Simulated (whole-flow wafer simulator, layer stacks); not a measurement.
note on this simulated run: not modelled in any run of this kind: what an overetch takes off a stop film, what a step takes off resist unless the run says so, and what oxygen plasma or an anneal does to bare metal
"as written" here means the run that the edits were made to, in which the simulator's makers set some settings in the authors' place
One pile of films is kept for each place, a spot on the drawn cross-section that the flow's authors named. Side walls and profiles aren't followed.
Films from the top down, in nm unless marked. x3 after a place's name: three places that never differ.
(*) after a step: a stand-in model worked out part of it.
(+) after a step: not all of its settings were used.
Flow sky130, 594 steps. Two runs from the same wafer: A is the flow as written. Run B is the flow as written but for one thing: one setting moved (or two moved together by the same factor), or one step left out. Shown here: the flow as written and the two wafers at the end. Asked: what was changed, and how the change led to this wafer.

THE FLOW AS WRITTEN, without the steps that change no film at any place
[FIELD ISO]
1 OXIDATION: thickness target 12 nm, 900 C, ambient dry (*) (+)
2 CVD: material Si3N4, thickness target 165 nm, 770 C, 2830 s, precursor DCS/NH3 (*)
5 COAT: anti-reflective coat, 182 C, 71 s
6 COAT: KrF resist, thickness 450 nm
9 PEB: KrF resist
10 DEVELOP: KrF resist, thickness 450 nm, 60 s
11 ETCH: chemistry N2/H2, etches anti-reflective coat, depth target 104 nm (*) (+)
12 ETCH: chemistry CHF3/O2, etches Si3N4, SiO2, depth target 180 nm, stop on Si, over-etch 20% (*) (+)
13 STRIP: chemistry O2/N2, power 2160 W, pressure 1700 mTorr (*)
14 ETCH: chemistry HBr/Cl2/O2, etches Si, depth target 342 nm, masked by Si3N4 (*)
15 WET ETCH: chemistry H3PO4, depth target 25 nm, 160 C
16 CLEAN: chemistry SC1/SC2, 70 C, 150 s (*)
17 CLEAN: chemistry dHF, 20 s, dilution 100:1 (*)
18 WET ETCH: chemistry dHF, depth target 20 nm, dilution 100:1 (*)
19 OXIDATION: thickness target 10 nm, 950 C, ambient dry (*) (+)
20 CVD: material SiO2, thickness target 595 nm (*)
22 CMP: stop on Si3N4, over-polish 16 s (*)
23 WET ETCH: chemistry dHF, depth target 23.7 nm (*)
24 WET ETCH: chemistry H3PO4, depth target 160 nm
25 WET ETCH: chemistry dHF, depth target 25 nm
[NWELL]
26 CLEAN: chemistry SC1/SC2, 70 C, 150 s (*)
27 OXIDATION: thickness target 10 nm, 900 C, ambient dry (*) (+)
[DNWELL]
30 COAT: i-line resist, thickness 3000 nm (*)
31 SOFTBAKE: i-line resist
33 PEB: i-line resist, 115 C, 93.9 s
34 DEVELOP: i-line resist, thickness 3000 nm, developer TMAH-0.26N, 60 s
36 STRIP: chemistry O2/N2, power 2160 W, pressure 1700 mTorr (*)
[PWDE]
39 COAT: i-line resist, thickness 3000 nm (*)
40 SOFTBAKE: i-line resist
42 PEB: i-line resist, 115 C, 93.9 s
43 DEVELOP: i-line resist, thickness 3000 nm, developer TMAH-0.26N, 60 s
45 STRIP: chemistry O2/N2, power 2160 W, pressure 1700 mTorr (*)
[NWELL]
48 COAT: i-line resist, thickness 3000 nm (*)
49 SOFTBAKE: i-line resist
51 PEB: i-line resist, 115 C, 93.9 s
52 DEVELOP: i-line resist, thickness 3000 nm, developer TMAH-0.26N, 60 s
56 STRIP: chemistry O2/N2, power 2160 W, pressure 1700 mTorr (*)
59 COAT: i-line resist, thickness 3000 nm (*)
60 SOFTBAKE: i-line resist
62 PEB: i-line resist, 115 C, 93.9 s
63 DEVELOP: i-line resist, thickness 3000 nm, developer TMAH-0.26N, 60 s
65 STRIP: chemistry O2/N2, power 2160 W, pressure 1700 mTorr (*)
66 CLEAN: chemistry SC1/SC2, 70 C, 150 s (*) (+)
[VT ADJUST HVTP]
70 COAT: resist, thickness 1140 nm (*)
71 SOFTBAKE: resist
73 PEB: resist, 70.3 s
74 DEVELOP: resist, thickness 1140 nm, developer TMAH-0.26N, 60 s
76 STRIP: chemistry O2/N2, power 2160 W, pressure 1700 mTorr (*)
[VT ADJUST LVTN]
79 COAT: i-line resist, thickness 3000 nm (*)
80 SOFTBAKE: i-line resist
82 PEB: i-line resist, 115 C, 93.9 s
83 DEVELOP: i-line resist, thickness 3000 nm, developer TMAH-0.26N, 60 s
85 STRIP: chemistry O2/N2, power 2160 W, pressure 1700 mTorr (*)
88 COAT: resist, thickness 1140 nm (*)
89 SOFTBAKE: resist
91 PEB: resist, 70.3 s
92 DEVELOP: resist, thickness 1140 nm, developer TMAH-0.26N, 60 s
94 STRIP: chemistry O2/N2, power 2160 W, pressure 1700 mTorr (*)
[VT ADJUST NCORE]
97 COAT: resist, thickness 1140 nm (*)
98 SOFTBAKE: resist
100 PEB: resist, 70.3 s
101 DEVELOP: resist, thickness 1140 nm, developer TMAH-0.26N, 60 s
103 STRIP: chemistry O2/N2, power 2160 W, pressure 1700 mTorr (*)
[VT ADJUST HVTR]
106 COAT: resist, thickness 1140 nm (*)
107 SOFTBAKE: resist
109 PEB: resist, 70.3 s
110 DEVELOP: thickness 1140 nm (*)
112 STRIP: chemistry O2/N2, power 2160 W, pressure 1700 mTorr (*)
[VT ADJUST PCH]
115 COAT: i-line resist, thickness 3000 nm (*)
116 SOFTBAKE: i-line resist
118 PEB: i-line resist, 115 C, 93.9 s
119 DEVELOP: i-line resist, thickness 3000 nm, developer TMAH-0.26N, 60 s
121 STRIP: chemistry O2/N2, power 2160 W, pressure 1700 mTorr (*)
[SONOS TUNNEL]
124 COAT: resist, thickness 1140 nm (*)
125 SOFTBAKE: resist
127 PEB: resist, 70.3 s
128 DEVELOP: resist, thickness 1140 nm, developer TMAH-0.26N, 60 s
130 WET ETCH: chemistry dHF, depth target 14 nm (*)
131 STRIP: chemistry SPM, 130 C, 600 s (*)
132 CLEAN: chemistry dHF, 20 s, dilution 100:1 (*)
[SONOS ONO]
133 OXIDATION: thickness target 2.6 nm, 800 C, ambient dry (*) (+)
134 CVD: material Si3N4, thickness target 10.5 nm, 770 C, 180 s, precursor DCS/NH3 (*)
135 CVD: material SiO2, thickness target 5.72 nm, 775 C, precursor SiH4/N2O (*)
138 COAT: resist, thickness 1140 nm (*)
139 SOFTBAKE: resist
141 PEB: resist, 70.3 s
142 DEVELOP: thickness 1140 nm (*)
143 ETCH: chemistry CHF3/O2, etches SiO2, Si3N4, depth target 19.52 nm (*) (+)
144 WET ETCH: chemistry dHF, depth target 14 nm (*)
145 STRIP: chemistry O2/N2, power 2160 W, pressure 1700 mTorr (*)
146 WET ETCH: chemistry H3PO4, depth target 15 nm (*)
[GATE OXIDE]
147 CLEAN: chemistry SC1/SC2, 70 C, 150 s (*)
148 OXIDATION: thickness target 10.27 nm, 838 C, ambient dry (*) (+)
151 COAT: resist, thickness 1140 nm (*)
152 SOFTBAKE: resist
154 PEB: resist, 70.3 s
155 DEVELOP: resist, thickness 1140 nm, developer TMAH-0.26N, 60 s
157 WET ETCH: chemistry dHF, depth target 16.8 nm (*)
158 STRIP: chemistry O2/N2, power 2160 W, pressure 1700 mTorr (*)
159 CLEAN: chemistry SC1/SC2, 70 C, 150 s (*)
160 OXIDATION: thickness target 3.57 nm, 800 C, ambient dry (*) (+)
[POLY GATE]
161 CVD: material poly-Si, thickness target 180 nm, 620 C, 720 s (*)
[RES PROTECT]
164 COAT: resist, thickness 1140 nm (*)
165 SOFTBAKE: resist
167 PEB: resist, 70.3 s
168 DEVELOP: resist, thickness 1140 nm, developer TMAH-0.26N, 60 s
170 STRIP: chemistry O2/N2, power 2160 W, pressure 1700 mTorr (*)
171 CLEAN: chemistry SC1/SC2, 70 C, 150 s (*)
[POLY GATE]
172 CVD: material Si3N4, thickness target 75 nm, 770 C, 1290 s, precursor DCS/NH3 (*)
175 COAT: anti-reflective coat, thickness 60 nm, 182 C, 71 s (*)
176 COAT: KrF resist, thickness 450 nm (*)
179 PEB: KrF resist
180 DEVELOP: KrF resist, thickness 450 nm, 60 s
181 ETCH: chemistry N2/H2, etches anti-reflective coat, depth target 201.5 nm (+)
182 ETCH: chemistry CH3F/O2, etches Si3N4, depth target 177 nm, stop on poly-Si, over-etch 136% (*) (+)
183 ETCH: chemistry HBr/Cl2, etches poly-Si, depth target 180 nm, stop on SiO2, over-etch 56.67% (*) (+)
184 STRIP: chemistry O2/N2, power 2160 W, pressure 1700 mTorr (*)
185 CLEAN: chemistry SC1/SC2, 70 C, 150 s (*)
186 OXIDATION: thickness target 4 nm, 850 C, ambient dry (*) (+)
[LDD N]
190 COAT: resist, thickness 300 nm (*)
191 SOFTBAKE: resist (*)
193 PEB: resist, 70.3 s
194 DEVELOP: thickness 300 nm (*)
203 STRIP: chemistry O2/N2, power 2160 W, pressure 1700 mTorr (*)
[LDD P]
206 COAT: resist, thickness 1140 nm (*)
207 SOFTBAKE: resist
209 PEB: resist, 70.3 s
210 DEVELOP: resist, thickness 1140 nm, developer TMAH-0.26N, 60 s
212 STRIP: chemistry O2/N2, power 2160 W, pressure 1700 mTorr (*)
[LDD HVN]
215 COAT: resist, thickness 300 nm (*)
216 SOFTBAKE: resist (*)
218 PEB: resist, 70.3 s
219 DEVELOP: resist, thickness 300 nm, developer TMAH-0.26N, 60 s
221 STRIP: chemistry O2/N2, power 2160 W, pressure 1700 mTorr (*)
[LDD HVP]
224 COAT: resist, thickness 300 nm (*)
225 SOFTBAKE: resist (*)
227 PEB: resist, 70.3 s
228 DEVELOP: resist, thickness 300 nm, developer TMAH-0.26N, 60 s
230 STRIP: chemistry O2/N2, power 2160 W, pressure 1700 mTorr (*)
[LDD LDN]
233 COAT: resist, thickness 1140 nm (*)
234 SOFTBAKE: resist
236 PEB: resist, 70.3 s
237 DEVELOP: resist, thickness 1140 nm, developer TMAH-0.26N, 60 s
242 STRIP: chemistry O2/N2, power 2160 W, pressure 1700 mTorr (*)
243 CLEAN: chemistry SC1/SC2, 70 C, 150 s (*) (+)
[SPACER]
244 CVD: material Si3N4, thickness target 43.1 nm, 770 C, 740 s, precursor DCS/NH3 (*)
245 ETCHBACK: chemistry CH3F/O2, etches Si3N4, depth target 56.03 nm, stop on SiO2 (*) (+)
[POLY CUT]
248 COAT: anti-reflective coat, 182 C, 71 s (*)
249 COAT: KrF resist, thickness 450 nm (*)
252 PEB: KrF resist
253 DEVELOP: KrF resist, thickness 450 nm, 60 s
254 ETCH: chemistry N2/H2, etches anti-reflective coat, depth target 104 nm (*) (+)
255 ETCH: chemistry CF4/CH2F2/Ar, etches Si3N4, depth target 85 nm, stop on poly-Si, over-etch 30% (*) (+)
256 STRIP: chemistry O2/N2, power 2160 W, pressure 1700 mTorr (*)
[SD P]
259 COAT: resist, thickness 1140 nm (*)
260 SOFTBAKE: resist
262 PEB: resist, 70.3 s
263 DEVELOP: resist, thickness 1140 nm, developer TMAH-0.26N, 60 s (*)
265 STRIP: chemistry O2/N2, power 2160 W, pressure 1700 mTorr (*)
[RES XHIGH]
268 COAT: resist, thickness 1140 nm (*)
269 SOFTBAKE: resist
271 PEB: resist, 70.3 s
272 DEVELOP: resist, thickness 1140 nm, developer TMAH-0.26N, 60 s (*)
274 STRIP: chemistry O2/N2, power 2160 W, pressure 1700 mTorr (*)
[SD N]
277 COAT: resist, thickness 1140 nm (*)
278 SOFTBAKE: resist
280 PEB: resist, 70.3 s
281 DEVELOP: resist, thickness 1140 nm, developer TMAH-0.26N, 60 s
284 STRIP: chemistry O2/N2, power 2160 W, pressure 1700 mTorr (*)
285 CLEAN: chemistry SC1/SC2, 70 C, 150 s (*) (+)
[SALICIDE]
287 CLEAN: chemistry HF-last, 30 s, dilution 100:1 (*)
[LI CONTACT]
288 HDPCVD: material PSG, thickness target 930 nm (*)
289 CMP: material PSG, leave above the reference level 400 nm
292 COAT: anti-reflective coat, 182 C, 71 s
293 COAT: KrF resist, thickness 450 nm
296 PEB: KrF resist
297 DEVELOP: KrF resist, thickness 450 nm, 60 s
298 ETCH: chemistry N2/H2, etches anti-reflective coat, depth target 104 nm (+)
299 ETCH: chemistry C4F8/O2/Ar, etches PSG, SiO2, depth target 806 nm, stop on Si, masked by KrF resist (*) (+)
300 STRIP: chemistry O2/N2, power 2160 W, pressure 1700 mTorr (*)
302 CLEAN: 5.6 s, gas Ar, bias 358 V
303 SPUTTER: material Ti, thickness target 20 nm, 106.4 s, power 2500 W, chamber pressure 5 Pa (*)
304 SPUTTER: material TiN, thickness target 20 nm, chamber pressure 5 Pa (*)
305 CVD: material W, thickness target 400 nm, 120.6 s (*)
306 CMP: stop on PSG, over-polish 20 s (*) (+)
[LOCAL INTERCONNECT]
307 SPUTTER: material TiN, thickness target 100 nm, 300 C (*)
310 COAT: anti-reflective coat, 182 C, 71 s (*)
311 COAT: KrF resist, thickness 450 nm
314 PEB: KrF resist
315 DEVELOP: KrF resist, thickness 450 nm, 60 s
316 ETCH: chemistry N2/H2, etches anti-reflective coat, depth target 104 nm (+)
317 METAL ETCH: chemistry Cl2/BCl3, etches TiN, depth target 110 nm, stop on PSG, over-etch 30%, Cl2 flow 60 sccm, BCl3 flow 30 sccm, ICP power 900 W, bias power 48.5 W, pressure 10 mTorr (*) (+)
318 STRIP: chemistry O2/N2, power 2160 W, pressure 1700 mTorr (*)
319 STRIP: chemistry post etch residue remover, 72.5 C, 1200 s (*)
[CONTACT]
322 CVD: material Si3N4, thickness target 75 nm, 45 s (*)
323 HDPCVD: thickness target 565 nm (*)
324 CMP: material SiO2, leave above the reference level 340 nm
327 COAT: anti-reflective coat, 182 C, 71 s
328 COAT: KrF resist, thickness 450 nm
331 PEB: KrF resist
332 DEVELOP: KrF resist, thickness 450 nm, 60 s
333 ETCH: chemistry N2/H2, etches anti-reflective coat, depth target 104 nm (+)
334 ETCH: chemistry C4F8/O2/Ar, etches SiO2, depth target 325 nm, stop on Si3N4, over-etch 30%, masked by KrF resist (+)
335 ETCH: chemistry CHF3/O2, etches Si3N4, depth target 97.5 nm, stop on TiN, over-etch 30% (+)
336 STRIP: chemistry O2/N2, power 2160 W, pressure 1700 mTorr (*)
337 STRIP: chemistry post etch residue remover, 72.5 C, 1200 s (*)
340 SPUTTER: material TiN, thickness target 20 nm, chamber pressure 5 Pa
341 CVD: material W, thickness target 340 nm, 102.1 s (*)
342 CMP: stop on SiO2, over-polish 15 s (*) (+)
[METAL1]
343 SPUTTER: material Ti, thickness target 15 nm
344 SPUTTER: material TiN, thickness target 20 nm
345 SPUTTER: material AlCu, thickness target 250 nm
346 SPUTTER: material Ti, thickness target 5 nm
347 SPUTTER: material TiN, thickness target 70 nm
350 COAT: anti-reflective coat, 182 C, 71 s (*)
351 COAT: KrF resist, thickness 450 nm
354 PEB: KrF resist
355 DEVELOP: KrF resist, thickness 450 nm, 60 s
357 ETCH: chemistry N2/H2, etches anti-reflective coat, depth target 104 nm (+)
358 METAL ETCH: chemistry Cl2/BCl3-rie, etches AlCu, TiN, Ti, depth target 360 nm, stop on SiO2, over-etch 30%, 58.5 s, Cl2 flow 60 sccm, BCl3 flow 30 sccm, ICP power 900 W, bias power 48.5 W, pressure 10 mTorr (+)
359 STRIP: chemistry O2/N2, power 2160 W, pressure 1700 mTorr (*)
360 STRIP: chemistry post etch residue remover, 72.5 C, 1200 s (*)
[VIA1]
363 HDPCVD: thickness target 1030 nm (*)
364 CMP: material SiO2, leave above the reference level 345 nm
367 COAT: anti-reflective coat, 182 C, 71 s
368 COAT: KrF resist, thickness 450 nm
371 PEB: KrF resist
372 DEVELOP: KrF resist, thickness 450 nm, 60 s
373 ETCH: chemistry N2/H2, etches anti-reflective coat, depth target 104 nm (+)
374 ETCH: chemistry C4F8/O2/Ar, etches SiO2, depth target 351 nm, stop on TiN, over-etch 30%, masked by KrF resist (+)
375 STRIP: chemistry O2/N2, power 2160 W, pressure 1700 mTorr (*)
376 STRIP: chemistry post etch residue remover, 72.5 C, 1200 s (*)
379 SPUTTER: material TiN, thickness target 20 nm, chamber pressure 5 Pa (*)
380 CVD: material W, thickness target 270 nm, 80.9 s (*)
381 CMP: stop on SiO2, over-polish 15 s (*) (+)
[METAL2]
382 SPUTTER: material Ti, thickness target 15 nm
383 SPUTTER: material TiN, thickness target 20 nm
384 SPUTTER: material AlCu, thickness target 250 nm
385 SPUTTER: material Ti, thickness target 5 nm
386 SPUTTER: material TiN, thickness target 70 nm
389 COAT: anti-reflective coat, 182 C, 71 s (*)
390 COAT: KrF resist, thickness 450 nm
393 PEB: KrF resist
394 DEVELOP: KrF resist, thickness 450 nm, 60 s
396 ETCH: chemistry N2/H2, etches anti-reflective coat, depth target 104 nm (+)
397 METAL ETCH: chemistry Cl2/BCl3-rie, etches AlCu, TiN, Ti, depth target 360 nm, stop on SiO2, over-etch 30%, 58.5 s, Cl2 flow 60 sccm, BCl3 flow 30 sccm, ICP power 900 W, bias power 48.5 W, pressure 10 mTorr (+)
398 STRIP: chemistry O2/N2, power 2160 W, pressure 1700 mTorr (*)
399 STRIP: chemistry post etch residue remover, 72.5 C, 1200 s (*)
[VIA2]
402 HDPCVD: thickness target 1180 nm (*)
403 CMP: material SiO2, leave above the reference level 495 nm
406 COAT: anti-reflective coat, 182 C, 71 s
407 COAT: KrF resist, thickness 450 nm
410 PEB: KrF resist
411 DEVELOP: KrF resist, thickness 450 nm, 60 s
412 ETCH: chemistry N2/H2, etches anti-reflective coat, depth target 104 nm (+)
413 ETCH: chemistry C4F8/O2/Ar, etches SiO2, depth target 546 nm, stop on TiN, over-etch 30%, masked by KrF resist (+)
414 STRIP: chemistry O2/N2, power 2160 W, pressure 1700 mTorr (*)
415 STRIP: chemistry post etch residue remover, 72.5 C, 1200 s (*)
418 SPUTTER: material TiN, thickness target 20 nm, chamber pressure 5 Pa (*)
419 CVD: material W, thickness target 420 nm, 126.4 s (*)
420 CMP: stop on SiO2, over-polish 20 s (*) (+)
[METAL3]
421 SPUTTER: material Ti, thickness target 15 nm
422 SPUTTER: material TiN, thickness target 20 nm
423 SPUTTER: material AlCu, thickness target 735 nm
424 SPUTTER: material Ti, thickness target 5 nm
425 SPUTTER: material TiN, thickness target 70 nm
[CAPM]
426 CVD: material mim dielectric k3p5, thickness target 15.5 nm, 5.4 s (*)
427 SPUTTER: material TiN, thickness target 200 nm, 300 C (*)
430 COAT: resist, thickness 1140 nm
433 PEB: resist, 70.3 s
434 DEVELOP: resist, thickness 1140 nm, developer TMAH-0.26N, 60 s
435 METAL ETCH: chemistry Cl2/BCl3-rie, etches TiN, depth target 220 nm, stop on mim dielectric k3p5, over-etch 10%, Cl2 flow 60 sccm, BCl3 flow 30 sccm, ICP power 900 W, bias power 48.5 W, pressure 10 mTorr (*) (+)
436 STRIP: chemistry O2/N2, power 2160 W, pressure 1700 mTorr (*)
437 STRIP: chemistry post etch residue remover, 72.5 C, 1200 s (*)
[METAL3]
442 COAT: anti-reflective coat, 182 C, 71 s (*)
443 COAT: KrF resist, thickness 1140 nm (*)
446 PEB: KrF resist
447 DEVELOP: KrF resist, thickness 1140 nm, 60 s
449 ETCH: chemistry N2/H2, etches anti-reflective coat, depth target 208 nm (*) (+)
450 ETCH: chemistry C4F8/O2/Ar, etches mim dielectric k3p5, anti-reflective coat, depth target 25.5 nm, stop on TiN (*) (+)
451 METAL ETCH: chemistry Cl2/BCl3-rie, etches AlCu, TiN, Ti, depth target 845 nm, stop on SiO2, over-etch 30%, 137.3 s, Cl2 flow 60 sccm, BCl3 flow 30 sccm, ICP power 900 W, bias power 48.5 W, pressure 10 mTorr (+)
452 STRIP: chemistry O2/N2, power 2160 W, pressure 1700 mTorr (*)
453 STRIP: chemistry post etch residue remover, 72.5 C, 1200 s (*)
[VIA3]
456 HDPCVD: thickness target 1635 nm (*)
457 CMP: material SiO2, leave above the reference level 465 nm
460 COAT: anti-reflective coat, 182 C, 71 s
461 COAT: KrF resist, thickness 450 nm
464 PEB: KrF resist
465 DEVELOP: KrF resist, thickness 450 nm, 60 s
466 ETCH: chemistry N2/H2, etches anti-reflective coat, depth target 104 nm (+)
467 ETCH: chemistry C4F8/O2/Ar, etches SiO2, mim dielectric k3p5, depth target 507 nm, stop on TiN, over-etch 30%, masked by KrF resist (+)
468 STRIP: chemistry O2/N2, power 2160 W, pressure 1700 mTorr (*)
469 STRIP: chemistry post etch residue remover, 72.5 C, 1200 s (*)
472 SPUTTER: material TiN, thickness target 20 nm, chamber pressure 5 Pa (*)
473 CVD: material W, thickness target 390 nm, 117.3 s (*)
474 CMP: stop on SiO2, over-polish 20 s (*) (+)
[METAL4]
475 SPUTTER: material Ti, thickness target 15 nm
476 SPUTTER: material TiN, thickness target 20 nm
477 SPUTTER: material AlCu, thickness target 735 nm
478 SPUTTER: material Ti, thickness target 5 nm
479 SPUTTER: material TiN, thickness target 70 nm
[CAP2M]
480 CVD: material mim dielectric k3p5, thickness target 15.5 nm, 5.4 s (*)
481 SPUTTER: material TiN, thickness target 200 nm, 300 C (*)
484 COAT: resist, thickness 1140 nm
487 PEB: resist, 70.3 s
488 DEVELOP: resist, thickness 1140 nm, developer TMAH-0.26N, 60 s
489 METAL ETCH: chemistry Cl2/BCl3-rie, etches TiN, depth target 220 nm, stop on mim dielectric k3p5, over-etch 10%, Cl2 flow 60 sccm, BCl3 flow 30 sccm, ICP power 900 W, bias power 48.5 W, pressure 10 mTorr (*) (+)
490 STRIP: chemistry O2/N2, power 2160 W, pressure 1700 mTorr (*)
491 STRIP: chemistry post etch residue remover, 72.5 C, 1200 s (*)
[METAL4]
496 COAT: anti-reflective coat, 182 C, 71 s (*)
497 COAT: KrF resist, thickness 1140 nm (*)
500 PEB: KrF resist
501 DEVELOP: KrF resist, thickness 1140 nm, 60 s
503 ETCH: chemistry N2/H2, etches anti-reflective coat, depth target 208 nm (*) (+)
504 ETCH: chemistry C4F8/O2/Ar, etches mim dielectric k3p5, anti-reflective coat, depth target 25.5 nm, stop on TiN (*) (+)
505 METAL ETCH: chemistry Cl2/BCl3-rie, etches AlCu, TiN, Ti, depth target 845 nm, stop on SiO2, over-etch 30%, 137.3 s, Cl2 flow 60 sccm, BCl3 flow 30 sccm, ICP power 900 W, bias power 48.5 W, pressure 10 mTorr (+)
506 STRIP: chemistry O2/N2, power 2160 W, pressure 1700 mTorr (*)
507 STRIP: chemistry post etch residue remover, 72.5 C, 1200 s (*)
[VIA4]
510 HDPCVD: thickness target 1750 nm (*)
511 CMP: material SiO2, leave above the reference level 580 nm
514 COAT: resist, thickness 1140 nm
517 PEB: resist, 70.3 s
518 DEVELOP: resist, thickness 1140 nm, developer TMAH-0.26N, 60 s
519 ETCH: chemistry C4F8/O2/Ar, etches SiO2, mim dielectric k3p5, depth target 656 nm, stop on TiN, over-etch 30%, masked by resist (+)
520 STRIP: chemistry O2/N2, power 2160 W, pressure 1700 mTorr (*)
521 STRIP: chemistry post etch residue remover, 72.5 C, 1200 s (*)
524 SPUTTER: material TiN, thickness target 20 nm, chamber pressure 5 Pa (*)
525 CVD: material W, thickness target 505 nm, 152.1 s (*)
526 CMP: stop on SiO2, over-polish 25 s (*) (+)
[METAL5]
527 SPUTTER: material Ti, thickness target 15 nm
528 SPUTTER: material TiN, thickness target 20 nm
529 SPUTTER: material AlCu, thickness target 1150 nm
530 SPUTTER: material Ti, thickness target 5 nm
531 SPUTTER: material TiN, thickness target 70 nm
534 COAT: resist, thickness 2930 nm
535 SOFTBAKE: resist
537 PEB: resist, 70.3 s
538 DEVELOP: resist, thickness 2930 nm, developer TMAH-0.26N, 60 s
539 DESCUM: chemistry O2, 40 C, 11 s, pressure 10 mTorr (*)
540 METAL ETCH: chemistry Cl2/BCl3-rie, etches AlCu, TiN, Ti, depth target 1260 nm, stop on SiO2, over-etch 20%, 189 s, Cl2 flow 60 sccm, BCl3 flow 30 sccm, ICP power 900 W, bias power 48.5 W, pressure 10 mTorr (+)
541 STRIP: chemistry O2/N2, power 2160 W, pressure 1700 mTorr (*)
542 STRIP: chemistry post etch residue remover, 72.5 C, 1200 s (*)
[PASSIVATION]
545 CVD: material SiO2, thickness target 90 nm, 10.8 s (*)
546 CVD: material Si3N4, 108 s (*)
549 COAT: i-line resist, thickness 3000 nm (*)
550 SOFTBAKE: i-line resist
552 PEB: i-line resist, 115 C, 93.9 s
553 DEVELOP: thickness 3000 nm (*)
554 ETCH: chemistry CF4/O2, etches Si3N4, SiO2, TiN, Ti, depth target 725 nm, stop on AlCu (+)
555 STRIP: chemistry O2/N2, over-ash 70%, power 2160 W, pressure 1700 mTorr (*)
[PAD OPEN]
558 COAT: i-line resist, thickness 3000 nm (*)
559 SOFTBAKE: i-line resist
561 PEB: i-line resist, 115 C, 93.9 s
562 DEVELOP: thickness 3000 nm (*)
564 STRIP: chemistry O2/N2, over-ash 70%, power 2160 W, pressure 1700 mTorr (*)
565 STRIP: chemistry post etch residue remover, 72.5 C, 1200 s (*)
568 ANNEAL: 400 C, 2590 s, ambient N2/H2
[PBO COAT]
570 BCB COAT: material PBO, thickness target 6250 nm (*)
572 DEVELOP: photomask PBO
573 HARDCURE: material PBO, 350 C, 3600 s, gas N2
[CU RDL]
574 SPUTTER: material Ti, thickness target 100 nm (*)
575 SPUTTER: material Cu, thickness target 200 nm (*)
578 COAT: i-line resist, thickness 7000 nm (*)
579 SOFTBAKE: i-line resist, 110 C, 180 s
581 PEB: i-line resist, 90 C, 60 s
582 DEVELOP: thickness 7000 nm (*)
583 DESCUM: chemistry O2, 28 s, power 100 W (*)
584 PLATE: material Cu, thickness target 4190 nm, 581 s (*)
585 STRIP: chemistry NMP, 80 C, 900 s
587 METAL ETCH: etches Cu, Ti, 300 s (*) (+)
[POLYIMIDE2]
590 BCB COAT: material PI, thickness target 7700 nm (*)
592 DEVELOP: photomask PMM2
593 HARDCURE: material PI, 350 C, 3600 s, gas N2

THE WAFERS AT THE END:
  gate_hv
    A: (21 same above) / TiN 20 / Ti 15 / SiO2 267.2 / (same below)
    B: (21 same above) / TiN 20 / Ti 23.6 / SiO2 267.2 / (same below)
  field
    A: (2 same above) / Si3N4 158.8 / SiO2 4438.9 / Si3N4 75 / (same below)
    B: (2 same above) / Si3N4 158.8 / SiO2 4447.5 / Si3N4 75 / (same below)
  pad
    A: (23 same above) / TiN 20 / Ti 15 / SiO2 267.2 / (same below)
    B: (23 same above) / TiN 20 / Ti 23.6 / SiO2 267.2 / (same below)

The cause: step 382, SPUTTER: thickness target 23.6 nm was run, where the flow has thickness target 15 nm.
It can be read off the wafer: gate_hv has Ti 23.6, and step 382 as written asks for 15 nm.

How the change led to this, step by step:
  382 SPUTTER: material Ti, thickness target 15 nm
      field, active, n_well and 188 more: A Ti +15 (new film) | B Ti +23.6 (new film)
  397 METAL ETCH: chemistry Cl2/BCl3-rie, etches AlCu, TiN, Ti, depth target 360 nm, stop on SiO2, over-etch 30%, 58.5 s, Cl2 flow 60 sccm, BCl3 flow 30 sccm, ICP power 900 W, bias power 48.5 W, pressure 10 mTorr (+)
      field, active, gate and 82 more: A TiN -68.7 (all of it), Ti -5 (all of it), AlCu -250 (all of it), TiN -20 (all of it), Ti -15 (all of it), SiO2 -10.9 | B TiN -68.7 (all of it), Ti -5 (all of it), AlCu -250 (all of it), TiN -20 (all of it), Ti -23.6 (all of it), SiO2 -10.1
  403 CMP: material SiO2, leave above the reference level 495 nm
      field, active, gate and 82 more: A SiO2 -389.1 | B SiO2 -381.3
